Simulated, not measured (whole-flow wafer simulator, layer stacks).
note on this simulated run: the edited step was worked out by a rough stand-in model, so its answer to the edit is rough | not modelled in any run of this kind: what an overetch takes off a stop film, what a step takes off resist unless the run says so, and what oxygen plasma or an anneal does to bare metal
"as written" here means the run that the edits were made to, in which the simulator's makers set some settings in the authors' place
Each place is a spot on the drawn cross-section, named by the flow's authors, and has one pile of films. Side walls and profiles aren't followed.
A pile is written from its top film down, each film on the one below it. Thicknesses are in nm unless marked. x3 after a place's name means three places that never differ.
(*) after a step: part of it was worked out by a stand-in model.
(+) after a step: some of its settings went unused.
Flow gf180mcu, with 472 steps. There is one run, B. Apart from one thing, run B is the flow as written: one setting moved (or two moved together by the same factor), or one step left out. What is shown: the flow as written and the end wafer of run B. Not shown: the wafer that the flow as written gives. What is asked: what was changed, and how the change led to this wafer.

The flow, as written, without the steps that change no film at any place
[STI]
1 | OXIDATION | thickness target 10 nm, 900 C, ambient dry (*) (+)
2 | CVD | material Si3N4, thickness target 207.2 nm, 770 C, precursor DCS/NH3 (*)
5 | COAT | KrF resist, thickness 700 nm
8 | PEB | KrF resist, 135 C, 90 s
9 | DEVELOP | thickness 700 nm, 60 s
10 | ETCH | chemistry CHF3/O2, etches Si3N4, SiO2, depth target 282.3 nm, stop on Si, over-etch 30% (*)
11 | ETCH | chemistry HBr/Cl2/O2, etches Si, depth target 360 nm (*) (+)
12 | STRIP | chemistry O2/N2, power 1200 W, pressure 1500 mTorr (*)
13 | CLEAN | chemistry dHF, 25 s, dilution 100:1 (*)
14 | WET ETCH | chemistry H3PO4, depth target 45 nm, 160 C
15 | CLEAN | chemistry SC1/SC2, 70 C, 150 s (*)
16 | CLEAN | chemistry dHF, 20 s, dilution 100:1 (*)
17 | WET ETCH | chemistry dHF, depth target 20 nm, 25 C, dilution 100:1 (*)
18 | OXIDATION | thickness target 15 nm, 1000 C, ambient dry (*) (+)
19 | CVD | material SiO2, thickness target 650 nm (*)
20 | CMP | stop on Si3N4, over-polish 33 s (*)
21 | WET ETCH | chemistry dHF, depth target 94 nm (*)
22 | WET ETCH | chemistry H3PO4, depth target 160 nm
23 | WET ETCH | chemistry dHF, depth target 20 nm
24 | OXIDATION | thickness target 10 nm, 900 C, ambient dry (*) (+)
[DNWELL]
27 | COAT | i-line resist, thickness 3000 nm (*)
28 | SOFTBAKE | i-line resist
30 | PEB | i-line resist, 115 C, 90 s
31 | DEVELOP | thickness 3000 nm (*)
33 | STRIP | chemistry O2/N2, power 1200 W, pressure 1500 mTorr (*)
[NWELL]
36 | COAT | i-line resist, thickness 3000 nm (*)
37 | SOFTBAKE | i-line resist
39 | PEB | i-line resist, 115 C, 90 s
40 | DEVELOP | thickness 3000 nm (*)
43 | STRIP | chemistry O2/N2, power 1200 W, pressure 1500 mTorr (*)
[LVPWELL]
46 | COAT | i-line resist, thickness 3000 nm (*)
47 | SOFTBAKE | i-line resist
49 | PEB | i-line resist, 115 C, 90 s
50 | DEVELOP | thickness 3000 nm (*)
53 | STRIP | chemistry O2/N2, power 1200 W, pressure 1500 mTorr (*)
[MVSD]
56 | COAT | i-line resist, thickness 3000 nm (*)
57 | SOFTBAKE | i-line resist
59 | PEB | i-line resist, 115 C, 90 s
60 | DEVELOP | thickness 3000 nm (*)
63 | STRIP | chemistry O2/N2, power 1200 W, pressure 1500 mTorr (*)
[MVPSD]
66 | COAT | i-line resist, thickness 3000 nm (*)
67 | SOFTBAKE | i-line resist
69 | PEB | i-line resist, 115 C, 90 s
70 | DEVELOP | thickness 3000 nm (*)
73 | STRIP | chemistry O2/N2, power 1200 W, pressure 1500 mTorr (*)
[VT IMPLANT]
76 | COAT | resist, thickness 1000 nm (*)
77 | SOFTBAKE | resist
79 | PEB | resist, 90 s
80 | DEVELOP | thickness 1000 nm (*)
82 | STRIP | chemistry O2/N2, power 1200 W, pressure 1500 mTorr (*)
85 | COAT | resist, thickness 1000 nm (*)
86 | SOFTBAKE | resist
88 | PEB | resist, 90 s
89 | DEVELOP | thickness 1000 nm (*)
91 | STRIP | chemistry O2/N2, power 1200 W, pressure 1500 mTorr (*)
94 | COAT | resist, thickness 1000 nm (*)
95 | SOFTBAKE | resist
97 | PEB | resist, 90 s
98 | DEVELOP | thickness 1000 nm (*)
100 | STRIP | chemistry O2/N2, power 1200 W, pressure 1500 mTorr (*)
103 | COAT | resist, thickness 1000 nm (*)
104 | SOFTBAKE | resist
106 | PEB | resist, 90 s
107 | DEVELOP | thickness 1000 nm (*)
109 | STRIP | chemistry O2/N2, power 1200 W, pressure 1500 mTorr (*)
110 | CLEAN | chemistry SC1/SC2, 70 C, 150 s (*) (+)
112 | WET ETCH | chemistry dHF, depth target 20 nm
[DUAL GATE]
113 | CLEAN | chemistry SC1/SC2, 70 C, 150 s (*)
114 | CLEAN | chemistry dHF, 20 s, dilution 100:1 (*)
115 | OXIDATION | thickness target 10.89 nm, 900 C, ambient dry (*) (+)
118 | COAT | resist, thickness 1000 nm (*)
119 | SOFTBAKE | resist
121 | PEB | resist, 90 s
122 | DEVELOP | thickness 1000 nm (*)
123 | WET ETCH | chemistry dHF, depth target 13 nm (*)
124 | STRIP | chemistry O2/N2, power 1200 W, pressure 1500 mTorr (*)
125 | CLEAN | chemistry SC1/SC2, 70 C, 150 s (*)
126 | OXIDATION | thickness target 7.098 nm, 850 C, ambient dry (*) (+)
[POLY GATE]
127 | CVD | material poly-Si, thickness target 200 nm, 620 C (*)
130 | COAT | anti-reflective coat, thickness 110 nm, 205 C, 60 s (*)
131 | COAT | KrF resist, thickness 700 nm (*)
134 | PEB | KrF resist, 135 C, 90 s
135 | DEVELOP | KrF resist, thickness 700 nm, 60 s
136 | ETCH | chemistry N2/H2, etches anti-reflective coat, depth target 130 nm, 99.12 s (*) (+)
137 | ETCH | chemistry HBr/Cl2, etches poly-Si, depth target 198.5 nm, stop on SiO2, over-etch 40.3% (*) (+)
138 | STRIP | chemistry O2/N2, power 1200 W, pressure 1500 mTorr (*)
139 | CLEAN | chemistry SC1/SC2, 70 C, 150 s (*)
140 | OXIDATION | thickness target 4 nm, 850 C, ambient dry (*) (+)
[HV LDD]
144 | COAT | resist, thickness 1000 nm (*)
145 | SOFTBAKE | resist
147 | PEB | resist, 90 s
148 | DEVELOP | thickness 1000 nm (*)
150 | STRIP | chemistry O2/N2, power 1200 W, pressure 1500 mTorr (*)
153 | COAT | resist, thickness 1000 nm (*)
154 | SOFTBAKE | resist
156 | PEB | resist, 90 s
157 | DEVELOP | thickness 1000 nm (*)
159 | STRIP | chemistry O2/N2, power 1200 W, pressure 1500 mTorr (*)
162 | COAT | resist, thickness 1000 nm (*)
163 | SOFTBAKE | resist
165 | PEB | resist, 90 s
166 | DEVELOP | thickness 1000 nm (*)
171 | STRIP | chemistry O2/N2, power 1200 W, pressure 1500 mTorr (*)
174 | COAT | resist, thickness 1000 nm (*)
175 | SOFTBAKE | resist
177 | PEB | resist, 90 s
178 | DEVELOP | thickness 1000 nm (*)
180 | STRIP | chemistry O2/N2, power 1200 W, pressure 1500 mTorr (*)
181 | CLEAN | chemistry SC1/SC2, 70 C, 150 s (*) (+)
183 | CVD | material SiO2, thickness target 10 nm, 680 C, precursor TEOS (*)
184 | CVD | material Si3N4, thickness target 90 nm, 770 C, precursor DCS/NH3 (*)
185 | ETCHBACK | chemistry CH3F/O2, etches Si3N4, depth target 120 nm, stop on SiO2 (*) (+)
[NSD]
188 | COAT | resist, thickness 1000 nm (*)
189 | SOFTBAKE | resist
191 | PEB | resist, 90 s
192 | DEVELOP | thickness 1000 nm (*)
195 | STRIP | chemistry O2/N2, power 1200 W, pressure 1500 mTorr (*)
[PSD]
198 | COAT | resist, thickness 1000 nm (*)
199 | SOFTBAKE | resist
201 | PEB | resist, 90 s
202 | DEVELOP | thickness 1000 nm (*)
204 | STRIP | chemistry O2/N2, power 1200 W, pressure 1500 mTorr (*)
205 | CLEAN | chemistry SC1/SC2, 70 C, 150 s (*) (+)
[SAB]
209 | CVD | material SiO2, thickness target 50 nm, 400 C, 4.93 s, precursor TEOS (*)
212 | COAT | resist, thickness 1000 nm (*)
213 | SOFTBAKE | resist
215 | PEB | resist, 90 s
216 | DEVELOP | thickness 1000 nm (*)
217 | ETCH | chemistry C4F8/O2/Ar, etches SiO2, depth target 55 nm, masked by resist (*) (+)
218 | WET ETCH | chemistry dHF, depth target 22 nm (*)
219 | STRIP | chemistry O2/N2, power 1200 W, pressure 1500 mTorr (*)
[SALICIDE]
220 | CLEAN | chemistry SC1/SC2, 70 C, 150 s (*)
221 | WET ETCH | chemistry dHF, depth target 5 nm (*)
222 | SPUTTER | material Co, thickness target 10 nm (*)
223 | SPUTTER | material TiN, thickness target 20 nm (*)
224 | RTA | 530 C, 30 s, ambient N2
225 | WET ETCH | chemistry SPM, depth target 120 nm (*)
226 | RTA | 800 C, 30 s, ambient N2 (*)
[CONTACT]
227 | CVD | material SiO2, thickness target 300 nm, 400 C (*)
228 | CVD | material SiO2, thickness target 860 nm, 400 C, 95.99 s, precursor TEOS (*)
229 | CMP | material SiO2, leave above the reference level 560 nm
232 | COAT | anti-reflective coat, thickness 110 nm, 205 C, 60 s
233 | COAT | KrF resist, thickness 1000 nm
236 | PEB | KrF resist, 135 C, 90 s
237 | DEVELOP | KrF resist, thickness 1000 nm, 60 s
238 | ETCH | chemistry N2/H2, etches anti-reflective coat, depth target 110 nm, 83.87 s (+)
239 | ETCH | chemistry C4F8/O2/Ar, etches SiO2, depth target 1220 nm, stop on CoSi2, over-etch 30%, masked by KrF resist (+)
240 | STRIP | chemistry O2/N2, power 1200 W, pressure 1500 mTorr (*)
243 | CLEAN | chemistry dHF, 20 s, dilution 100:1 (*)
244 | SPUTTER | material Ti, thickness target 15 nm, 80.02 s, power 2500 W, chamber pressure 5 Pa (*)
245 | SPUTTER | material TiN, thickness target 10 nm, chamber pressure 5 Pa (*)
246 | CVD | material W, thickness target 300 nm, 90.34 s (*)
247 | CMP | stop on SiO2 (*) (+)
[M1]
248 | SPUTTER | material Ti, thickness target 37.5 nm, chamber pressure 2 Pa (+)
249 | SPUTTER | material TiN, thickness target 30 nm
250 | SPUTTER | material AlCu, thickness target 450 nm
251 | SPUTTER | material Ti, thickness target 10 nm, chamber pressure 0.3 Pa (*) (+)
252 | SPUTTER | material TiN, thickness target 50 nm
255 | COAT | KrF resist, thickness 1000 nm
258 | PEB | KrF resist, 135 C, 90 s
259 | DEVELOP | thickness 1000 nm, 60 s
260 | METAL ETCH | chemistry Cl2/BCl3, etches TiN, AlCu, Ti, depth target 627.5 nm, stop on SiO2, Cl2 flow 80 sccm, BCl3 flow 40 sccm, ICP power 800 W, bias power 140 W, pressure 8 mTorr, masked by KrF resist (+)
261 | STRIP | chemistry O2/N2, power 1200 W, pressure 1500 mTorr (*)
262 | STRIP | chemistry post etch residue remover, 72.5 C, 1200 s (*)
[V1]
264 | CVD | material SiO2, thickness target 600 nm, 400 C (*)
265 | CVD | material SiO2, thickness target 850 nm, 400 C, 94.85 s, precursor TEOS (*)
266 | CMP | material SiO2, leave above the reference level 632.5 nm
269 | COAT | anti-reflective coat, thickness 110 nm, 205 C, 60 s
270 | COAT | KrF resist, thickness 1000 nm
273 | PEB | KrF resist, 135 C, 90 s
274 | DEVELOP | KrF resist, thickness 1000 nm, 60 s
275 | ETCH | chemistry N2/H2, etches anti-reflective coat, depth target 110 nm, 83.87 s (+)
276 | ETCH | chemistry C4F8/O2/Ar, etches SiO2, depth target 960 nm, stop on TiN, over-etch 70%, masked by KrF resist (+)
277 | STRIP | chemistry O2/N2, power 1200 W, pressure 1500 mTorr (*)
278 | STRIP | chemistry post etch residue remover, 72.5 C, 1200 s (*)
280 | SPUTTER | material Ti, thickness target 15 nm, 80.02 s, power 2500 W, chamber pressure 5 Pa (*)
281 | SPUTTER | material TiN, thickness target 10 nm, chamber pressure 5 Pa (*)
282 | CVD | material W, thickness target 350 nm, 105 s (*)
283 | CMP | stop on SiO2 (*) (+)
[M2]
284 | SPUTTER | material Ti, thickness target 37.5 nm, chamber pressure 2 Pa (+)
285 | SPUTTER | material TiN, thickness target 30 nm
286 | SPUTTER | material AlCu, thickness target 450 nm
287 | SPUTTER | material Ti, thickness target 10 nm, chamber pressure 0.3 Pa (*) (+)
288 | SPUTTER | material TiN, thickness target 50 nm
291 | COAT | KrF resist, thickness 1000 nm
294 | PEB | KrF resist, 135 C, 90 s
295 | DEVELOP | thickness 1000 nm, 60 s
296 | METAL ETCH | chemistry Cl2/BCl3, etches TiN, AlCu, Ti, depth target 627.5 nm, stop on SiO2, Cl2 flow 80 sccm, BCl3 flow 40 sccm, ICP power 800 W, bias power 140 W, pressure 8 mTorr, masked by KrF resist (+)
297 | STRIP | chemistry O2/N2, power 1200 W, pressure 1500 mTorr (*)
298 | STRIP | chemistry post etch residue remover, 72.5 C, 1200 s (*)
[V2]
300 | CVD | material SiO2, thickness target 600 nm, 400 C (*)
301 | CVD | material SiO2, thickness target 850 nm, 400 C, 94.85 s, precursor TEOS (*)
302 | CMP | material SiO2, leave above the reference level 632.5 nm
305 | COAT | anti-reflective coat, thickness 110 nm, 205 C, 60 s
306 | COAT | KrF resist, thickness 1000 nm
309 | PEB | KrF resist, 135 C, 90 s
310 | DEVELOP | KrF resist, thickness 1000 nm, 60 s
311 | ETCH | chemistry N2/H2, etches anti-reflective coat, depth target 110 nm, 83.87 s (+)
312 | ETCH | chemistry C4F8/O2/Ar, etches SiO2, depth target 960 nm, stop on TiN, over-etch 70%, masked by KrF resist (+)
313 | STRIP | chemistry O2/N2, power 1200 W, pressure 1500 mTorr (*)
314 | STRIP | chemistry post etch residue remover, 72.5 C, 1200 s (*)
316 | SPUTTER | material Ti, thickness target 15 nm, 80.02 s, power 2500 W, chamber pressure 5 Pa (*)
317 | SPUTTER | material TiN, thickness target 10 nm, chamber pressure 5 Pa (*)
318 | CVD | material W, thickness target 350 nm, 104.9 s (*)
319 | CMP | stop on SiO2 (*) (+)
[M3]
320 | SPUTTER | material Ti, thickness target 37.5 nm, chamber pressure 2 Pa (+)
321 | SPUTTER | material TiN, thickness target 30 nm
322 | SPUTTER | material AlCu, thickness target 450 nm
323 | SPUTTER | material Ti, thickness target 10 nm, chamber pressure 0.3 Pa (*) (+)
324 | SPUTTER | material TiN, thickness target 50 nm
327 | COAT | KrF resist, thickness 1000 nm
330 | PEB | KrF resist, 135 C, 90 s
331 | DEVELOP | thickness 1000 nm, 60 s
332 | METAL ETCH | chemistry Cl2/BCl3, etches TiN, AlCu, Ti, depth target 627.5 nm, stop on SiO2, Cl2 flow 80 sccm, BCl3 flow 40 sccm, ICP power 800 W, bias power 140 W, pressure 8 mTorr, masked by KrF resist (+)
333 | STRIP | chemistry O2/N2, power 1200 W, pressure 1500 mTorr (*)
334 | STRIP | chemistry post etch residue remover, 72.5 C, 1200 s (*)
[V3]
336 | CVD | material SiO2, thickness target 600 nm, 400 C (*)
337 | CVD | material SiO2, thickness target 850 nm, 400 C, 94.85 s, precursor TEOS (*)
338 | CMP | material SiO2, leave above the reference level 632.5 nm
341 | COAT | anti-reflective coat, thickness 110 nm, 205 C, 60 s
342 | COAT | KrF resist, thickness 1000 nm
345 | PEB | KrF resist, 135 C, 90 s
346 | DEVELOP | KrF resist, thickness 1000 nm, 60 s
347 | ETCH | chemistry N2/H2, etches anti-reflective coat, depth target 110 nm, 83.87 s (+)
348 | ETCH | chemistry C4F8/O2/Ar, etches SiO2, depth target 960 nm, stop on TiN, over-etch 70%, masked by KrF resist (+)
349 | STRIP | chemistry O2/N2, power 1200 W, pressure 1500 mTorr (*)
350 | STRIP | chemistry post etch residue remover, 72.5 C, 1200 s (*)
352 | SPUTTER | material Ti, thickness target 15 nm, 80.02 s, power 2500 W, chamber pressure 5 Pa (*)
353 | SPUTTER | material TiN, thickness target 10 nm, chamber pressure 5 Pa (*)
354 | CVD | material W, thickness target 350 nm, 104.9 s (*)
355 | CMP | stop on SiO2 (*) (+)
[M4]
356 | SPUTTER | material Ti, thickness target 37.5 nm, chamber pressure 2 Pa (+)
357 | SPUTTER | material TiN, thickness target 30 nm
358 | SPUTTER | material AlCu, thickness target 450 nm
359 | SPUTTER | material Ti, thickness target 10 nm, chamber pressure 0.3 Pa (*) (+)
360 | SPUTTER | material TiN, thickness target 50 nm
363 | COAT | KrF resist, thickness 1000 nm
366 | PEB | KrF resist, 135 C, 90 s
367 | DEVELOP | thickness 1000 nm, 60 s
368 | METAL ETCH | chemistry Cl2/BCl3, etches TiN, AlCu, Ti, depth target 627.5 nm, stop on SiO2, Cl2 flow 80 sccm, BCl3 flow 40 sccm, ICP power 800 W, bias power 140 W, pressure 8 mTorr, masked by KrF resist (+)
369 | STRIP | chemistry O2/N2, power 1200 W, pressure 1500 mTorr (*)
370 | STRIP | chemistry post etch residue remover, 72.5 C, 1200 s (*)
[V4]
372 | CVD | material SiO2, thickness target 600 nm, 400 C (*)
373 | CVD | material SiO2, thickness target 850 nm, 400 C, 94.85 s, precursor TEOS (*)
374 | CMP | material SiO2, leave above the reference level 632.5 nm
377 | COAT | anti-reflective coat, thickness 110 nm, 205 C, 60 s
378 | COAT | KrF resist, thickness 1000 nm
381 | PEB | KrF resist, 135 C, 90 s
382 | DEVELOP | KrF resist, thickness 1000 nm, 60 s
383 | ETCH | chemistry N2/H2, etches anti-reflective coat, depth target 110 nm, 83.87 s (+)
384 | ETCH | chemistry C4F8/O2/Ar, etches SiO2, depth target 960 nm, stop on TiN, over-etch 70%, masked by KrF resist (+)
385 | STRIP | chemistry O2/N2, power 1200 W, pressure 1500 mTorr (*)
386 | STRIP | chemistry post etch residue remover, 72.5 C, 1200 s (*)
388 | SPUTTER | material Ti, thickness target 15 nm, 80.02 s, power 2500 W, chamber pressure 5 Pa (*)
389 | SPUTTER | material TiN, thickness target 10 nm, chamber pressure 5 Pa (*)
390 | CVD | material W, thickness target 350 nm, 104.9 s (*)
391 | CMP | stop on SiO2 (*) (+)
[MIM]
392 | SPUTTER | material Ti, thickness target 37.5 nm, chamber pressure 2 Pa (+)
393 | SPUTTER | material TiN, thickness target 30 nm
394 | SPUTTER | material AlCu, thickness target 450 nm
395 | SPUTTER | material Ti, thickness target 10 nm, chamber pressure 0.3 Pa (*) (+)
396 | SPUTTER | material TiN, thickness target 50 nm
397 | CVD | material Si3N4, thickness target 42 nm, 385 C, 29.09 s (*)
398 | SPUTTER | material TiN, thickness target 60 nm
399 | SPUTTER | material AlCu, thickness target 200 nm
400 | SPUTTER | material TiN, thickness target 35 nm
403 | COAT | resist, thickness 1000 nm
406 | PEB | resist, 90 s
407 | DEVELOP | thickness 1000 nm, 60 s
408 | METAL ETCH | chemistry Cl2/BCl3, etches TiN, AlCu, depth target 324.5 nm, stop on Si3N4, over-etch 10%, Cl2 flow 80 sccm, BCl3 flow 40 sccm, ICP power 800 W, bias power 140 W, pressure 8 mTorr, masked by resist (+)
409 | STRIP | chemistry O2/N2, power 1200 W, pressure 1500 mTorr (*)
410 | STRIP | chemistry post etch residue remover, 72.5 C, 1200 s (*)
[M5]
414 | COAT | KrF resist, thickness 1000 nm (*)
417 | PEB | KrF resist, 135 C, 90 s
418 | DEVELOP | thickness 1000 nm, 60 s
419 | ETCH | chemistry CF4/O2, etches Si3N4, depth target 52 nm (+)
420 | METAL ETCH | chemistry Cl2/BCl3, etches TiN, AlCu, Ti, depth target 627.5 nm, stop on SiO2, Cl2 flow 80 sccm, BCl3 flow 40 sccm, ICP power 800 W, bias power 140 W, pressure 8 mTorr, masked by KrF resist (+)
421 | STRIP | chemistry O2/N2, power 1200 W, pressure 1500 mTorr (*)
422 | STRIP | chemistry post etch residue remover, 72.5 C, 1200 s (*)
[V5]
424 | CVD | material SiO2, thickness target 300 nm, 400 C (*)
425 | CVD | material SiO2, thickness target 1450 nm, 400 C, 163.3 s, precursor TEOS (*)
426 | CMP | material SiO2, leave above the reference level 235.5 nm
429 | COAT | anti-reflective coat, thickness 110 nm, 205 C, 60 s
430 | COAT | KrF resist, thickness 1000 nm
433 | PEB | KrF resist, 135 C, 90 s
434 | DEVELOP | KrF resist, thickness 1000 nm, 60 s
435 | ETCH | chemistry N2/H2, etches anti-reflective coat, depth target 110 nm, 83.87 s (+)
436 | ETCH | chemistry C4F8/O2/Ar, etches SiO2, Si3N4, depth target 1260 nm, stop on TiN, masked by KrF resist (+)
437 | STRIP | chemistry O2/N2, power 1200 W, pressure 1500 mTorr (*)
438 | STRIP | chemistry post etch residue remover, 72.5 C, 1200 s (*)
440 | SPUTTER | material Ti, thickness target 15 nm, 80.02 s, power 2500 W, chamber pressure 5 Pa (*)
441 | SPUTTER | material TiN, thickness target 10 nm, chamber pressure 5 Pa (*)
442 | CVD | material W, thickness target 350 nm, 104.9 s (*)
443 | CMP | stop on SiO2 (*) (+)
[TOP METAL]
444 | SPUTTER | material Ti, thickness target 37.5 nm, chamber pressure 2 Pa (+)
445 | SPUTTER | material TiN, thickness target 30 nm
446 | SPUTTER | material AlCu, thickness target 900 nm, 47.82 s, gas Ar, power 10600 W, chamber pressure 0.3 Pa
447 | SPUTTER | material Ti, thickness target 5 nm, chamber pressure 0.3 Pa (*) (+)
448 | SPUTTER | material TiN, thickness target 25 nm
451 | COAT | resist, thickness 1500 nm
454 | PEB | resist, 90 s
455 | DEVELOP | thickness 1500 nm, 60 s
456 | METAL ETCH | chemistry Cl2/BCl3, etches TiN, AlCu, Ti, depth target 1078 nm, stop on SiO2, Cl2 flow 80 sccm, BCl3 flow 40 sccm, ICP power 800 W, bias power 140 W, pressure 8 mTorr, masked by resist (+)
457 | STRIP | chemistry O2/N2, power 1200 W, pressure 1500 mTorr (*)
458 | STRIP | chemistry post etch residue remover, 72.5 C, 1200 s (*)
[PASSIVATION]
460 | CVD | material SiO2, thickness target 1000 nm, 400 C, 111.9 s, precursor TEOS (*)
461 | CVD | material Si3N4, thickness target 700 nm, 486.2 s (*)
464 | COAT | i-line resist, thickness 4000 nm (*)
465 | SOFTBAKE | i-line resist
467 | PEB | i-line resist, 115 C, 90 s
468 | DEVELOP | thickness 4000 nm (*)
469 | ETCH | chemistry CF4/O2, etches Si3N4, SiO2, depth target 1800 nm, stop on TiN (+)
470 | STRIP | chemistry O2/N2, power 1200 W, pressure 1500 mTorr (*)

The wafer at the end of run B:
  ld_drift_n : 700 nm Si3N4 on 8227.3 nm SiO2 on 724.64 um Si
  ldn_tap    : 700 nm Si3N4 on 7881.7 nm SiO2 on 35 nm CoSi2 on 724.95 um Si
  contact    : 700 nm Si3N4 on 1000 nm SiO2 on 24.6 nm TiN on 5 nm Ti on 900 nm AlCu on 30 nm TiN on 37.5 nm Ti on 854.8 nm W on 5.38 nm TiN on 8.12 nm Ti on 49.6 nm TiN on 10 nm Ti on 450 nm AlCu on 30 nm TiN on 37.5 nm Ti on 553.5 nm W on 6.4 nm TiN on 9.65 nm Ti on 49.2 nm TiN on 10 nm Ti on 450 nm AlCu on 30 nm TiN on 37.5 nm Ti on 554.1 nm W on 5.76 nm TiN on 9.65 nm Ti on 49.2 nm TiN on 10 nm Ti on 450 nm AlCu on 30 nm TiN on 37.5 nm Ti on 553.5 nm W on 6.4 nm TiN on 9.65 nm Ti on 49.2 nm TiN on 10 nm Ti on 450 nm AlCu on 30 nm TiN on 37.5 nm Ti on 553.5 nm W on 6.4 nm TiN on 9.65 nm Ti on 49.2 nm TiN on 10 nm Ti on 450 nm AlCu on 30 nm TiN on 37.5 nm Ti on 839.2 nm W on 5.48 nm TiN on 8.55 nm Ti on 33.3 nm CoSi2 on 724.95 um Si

What caused this: step 353, SPUTTER: thickness target 9 nm was run, whereas the flow has thickness target 10 nm.

Step by step, how the change led to this:
  353 | SPUTTER | material TiN, thickness target 10 nm, chamber pressure 5 Pa (*)
      field, field__w1, field__w2 and 107 more: +9 TiN (new film) (as written it would have been: +10 TiN (new film))
      contact: +5.76 TiN (new film) (as written it would have been: +6.4 TiN (new film))
  355 | CMP | stop on SiO2 (*) (+)
      field, field__w1, field__w2 and 107 more: -350 W (all of it), -9 TiN (all of it), -15 Ti (all of it), -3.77 SiO2 (as written it would have been: -350 W (all of it), -10 TiN (all of it), -15 Ti (all of it), -3.78 SiO2)
